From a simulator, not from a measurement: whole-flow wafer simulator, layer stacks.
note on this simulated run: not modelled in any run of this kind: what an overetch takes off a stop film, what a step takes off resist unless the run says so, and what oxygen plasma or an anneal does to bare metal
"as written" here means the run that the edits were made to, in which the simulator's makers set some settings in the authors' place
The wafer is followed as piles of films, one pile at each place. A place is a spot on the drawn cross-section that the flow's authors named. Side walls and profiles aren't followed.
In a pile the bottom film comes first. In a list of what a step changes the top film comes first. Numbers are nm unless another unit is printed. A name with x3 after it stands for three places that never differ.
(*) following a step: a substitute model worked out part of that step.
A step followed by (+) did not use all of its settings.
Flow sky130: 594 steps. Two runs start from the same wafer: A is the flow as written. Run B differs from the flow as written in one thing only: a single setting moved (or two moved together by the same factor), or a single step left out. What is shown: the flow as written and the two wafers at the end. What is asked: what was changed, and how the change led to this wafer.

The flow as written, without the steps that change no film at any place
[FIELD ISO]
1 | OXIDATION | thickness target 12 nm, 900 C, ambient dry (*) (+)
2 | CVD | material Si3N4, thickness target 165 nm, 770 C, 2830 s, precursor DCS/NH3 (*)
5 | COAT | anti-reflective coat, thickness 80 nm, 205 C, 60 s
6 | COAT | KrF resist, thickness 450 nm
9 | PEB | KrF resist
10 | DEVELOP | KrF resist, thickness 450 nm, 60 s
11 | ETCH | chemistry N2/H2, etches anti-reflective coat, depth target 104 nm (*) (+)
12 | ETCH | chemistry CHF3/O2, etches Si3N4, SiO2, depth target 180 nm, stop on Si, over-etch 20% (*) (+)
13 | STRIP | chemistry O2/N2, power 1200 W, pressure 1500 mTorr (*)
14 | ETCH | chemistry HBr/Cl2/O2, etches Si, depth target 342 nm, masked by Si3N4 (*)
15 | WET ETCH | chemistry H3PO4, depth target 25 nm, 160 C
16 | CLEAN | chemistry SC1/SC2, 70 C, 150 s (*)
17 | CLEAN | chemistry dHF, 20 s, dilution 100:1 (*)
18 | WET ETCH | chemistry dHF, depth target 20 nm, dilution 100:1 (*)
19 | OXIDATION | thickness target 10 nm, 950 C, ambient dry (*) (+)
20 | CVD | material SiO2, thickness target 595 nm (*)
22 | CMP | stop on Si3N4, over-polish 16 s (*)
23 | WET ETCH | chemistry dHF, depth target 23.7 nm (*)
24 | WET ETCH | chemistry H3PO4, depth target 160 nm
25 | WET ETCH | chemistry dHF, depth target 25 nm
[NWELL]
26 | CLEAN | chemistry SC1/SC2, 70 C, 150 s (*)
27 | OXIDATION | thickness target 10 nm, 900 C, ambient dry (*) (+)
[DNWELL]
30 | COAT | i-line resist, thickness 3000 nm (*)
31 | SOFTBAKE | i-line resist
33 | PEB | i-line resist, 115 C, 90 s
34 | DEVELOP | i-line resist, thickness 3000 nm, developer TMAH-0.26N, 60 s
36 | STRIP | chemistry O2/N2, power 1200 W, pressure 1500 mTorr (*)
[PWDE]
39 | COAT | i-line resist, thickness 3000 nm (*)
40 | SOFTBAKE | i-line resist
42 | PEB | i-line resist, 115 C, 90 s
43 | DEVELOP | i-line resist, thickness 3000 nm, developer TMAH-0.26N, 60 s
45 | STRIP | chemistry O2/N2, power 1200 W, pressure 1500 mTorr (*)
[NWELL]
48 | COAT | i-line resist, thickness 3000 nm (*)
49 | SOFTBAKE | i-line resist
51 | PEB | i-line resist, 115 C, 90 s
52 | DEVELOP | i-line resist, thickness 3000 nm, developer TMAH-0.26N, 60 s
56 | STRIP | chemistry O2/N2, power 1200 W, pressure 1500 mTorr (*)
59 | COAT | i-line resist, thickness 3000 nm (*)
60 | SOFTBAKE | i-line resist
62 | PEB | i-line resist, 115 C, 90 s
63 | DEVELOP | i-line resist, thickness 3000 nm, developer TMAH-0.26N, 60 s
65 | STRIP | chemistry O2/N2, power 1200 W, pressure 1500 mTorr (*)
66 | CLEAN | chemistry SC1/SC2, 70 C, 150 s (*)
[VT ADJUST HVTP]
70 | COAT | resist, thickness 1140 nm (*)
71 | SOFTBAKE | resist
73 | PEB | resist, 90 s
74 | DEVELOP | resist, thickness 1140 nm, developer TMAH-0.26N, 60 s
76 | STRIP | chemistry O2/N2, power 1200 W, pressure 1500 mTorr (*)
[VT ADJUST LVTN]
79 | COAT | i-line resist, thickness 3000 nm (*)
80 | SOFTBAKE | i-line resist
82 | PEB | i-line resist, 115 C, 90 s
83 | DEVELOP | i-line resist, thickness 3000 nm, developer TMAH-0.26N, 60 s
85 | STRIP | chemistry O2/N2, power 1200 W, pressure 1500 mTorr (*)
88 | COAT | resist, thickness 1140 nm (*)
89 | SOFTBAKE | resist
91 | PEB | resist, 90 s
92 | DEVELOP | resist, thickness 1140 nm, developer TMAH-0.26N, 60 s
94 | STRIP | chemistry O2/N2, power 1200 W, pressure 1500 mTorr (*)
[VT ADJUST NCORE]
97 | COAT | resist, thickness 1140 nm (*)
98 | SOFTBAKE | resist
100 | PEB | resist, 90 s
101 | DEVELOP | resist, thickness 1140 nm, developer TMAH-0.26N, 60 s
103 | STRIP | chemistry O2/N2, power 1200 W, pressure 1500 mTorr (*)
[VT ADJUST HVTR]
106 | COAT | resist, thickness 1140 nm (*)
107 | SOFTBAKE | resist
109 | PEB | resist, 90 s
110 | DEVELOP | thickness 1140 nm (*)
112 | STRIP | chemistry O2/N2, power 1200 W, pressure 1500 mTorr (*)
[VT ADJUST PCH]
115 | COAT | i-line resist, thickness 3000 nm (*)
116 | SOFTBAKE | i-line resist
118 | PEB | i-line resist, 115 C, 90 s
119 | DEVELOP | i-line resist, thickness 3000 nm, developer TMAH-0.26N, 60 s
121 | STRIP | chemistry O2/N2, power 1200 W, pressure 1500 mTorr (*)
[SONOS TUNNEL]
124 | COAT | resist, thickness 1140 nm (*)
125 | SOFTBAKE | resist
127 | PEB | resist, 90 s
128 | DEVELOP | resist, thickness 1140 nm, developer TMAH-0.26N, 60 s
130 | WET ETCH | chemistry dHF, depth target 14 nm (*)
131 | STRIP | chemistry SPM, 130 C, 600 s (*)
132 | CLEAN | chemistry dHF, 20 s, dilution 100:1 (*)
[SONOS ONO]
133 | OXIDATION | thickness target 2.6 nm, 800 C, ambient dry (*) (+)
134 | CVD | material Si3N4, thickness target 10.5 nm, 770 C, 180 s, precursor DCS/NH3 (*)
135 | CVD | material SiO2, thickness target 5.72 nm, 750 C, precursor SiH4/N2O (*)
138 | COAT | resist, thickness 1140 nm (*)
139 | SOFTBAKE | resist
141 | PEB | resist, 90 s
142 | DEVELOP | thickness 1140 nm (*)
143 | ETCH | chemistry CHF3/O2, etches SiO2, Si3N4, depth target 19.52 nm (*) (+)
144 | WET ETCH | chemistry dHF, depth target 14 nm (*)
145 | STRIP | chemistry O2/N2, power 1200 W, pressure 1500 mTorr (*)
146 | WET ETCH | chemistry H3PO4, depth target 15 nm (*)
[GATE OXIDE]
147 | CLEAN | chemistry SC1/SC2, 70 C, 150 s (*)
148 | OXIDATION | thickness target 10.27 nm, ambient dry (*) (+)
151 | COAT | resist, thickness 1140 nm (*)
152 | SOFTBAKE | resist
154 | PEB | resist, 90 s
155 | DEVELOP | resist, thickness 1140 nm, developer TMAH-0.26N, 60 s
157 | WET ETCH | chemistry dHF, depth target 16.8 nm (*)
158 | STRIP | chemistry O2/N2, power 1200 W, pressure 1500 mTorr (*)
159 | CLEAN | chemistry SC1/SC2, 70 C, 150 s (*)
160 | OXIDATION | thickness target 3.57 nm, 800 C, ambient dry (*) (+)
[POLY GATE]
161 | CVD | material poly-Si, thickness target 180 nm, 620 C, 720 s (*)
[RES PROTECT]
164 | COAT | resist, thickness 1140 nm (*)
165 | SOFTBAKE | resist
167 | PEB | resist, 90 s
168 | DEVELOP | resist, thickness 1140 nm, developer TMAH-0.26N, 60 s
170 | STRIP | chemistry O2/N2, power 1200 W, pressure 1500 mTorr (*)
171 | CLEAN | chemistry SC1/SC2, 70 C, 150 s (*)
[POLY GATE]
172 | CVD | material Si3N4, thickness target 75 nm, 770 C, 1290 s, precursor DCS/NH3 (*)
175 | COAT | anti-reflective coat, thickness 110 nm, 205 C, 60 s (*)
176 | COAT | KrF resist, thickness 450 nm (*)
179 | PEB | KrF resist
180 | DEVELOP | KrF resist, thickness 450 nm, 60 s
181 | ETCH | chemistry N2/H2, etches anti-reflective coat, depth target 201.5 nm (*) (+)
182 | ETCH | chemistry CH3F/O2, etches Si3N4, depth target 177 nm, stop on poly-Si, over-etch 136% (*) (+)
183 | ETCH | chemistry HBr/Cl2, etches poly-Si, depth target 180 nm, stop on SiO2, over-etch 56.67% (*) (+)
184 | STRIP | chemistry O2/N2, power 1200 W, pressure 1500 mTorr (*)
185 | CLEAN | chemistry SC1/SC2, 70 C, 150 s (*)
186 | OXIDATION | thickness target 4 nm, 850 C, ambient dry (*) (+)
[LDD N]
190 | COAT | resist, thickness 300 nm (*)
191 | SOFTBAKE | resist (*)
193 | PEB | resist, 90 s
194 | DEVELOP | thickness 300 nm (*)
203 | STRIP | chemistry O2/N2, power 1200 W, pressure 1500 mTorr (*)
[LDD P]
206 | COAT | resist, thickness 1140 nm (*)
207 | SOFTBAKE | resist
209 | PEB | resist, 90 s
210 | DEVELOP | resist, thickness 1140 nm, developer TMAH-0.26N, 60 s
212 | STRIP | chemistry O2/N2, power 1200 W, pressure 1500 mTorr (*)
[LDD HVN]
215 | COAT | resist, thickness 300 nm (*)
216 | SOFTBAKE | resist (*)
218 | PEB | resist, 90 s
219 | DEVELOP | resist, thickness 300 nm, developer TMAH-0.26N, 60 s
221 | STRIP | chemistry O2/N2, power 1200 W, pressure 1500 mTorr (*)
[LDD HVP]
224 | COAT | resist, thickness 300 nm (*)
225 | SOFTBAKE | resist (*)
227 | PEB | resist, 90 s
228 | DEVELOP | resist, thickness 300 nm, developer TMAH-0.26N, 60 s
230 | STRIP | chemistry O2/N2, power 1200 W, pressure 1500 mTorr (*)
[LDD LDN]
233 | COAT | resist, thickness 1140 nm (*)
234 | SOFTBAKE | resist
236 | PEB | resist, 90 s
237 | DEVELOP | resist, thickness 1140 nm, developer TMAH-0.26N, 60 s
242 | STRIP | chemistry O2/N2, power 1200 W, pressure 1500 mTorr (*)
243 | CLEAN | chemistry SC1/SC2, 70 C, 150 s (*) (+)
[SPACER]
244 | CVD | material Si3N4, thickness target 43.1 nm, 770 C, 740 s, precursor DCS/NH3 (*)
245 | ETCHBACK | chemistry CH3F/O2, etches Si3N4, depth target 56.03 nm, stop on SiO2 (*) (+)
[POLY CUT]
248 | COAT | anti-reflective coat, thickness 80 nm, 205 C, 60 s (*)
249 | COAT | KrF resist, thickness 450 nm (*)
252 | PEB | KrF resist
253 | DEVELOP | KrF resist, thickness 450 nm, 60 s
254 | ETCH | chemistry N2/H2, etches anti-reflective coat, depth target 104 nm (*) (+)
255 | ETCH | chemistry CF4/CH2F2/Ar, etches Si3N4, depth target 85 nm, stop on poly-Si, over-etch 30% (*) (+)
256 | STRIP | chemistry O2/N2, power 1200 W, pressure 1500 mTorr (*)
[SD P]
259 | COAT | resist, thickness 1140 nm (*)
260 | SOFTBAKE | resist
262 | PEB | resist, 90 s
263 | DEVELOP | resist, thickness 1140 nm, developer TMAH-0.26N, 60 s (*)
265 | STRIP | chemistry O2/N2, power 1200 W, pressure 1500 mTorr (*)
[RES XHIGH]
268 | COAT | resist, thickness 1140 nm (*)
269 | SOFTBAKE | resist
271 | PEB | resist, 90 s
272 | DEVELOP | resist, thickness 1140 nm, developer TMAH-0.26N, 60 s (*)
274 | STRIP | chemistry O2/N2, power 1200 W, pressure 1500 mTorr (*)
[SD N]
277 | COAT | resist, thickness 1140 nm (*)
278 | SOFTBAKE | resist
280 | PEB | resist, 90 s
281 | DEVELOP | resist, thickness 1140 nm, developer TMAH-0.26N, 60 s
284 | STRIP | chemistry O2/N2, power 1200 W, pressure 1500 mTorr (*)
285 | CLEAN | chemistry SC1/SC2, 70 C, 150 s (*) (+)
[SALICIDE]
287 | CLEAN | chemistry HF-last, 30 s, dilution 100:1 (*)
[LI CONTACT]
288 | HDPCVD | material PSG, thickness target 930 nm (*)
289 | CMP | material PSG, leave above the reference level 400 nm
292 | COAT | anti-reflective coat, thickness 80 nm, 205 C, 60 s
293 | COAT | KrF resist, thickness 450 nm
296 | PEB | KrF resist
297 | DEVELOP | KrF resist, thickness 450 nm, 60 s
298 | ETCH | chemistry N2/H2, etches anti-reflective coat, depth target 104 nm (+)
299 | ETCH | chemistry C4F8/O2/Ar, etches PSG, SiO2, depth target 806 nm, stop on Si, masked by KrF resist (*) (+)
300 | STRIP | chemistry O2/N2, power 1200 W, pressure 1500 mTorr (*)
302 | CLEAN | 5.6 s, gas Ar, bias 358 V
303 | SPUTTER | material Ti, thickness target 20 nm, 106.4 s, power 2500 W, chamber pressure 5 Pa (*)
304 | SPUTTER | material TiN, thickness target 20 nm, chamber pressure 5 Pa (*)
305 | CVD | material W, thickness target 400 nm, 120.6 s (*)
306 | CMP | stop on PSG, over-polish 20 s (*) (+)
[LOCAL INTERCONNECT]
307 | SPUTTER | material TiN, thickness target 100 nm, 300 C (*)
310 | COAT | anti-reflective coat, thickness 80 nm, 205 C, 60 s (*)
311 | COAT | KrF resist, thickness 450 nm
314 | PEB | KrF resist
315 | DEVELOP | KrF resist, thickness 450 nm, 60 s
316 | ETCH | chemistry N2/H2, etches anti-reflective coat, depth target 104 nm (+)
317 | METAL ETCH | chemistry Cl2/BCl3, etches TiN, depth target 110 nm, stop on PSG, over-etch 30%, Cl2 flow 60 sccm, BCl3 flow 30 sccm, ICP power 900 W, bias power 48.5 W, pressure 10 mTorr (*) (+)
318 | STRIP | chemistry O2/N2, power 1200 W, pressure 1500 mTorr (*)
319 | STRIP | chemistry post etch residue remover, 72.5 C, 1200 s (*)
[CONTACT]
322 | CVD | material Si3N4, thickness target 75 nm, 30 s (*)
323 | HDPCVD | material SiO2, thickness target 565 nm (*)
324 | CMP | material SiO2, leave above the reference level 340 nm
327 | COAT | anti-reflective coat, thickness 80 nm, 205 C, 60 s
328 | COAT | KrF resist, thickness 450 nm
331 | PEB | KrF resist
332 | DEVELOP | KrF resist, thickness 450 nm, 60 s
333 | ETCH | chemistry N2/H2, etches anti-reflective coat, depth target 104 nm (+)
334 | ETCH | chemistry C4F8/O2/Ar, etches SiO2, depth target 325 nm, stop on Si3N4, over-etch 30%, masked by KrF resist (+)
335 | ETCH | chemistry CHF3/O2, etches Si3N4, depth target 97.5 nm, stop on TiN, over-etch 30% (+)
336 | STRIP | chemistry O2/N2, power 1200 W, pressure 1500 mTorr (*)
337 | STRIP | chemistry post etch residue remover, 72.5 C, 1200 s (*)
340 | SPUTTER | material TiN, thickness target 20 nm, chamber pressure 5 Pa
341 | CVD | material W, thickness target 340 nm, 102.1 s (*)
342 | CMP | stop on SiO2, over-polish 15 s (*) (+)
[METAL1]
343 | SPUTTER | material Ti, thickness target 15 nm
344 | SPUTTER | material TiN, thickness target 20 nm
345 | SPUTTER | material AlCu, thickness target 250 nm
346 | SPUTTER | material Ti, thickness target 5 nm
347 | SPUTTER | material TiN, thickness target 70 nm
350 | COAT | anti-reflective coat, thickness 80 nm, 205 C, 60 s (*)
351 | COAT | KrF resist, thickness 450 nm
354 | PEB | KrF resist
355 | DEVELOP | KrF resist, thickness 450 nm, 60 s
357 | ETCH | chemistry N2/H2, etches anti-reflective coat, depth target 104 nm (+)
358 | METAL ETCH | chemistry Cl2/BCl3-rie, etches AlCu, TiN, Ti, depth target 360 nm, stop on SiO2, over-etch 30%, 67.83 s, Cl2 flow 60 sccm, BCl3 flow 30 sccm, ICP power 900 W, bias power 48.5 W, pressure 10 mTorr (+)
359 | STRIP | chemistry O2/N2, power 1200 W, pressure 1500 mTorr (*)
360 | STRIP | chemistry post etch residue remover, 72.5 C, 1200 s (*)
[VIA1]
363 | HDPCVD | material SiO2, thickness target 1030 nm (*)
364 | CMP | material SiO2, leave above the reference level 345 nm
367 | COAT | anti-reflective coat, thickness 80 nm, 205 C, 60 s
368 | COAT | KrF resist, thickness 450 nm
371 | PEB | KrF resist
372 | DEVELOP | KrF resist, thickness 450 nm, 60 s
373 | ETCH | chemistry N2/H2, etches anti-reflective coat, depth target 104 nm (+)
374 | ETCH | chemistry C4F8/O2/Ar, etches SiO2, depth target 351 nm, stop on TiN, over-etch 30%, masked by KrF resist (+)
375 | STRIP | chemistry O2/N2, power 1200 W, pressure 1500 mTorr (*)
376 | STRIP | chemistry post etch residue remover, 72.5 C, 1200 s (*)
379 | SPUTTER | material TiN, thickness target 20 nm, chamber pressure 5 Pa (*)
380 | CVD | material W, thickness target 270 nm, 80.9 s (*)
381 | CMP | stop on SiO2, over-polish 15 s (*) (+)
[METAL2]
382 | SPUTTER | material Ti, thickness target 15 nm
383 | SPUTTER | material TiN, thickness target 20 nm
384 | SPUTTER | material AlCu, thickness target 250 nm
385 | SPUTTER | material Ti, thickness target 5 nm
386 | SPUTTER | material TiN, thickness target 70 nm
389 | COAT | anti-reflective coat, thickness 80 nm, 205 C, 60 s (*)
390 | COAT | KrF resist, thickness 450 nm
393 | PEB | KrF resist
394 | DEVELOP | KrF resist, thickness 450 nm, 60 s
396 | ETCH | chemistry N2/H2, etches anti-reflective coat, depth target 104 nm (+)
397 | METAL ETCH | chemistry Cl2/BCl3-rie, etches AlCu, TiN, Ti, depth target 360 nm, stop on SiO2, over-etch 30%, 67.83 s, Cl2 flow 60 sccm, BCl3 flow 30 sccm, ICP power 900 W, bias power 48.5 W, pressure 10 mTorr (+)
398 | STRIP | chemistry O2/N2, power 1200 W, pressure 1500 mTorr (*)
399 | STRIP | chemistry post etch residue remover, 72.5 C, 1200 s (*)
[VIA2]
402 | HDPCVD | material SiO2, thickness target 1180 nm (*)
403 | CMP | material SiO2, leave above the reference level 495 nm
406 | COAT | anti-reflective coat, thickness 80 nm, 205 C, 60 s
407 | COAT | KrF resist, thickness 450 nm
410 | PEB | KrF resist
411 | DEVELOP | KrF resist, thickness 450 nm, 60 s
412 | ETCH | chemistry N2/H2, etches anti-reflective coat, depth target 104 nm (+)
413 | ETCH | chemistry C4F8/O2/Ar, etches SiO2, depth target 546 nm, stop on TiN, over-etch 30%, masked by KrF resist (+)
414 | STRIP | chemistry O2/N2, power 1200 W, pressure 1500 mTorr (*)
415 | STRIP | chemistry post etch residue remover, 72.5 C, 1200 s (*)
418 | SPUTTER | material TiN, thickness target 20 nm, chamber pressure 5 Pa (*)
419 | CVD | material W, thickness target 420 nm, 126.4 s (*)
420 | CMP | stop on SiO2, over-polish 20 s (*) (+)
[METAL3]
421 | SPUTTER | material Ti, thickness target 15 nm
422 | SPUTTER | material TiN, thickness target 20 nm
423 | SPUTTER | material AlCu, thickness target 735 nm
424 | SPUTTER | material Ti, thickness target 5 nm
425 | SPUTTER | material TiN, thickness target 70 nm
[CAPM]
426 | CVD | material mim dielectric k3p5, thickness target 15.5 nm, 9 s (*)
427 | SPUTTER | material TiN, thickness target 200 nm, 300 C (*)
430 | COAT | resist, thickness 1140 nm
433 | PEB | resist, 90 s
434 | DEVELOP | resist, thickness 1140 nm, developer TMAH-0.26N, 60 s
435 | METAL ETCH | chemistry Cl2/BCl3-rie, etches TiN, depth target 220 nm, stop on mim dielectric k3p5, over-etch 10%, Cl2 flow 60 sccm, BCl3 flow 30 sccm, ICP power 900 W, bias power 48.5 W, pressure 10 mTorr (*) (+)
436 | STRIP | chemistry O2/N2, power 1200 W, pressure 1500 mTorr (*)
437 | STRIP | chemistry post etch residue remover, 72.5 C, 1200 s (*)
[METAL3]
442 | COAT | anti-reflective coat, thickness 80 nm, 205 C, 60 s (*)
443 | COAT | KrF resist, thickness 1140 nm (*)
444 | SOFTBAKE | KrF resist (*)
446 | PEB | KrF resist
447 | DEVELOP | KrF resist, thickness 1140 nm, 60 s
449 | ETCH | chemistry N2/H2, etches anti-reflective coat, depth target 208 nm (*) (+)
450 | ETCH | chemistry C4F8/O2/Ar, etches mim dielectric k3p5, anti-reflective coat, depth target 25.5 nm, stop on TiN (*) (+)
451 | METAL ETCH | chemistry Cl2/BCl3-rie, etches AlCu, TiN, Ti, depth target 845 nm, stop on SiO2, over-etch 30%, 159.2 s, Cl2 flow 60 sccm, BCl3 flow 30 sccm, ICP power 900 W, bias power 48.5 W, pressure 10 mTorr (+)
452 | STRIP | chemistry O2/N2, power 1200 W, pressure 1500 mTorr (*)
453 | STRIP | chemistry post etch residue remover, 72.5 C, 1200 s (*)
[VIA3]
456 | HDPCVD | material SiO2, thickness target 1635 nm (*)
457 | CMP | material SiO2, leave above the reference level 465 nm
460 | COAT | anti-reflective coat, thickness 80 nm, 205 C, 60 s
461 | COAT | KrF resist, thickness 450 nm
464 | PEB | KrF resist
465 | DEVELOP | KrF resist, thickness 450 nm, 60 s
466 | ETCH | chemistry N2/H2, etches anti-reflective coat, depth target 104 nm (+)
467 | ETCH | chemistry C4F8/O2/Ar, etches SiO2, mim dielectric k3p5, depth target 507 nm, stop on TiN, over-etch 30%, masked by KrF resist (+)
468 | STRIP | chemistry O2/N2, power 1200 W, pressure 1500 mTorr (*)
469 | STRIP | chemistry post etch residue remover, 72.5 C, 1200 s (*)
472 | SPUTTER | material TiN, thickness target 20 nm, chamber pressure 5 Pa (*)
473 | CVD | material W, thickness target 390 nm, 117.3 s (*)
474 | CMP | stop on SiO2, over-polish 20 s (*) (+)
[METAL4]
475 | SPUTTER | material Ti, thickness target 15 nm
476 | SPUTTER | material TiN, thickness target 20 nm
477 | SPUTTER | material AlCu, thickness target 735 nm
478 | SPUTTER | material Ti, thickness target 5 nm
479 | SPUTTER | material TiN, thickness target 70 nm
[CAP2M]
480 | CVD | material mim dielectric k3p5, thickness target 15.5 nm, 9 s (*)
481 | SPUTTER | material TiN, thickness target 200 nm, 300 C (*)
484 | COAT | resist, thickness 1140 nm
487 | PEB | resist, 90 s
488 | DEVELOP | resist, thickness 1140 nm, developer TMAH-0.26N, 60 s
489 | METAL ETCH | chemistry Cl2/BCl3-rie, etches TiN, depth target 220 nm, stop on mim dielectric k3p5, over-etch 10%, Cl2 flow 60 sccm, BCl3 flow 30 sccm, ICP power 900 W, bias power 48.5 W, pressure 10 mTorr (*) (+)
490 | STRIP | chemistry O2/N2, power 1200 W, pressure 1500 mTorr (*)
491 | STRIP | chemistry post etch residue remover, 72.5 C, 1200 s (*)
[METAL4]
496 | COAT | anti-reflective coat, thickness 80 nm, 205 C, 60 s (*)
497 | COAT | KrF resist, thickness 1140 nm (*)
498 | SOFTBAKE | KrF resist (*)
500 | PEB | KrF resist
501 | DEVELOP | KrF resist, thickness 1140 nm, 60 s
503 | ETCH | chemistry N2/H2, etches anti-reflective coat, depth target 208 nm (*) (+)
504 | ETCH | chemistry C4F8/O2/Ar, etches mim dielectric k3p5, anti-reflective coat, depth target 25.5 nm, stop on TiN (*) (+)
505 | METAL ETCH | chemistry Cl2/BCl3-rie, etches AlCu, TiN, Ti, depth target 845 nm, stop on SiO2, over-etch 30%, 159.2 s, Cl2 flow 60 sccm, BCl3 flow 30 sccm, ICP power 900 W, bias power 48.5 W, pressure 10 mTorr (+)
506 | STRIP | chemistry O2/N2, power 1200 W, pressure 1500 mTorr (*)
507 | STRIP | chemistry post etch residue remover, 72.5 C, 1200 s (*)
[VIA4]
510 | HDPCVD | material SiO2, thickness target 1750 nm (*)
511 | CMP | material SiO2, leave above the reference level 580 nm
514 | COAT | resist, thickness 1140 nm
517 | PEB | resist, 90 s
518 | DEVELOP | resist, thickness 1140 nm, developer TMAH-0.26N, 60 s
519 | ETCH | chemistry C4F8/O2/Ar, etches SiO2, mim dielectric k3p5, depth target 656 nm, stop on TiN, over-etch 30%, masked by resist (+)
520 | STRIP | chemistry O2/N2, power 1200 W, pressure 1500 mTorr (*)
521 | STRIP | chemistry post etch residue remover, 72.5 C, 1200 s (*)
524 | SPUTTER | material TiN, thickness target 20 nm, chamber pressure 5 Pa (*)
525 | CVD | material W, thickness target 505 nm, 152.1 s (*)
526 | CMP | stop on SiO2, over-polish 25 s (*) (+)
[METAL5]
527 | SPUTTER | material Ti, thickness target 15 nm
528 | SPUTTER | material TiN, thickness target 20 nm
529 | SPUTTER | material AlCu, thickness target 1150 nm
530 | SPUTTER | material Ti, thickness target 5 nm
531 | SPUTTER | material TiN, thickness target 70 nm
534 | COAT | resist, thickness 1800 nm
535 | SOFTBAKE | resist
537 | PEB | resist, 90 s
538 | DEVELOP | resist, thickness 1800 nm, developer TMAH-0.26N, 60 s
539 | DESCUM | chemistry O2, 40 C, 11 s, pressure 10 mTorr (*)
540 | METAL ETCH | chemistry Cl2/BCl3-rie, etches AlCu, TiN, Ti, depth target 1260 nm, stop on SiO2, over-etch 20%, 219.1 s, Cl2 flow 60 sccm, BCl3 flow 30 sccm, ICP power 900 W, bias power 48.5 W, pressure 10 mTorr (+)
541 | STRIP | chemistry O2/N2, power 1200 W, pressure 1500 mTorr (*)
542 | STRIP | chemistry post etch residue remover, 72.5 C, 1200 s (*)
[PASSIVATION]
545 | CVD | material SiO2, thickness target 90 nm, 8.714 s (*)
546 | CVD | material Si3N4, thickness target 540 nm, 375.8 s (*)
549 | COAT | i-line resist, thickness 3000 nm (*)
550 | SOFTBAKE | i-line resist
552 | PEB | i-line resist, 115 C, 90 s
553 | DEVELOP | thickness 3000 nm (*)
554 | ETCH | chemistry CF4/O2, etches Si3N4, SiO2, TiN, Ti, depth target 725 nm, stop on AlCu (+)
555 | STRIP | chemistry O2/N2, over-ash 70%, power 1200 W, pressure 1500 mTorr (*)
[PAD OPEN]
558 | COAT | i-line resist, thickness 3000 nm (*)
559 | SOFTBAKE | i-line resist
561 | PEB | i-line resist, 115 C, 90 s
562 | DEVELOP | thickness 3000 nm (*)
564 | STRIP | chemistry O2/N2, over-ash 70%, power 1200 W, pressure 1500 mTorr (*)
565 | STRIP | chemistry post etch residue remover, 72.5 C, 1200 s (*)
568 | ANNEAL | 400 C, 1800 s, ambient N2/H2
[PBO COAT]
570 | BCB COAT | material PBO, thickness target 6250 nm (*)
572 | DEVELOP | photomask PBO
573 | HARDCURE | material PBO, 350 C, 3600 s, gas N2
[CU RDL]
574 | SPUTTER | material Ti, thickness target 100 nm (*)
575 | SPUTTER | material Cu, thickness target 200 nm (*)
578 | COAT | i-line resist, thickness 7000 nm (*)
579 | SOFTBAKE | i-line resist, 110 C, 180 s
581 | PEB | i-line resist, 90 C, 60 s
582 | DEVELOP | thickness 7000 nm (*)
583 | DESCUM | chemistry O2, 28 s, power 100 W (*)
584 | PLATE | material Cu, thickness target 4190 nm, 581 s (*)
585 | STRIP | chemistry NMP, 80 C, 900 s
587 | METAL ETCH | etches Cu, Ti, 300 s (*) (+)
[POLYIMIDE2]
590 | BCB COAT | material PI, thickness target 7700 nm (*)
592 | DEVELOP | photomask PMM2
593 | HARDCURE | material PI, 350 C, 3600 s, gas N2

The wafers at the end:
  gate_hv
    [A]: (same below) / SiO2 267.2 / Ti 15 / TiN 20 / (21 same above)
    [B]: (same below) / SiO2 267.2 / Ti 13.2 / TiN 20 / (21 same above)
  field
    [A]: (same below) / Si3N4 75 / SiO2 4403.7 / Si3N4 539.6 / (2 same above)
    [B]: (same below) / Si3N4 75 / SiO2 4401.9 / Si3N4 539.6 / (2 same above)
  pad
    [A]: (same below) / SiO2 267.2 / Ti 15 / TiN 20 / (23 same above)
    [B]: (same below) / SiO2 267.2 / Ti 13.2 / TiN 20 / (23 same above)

The reason: step 382, SPUTTER: thickness target 13.2 nm was run, whereas the flow has thickness target 15 nm.
One can read it off the wafer: gate_hv has Ti 13.2, and step 382 as written asks for 15 nm.

How this came from the change, step by step:
  382 | SPUTTER | material Ti, thickness target 15 nm
      field, active, n_well and 188 more: A +15 Ti (new film) | B +13.2 Ti (new film)
  397 | METAL ETCH | chemistry Cl2/BCl3-rie, etches AlCu, TiN, Ti, depth target 360 nm, stop on SiO2, over-etch 30%, 67.83 s, Cl2 flow 60 sccm, BCl3 flow 30 sccm, ICP power 900 W, bias power 48.5 W, pressure 10 mTorr (+)
      field, active, gate and 82 more: A -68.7 TiN (all of it), -5 Ti (all of it), -250 AlCu (all of it), -20 TiN (all of it), -15 Ti (all of it), -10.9 SiO2 | B -68.7 TiN (all of it), -5 Ti (all of it), -250 AlCu (all of it), -20 TiN (all of it), -13.2 Ti (all of it), -11.1 SiO2
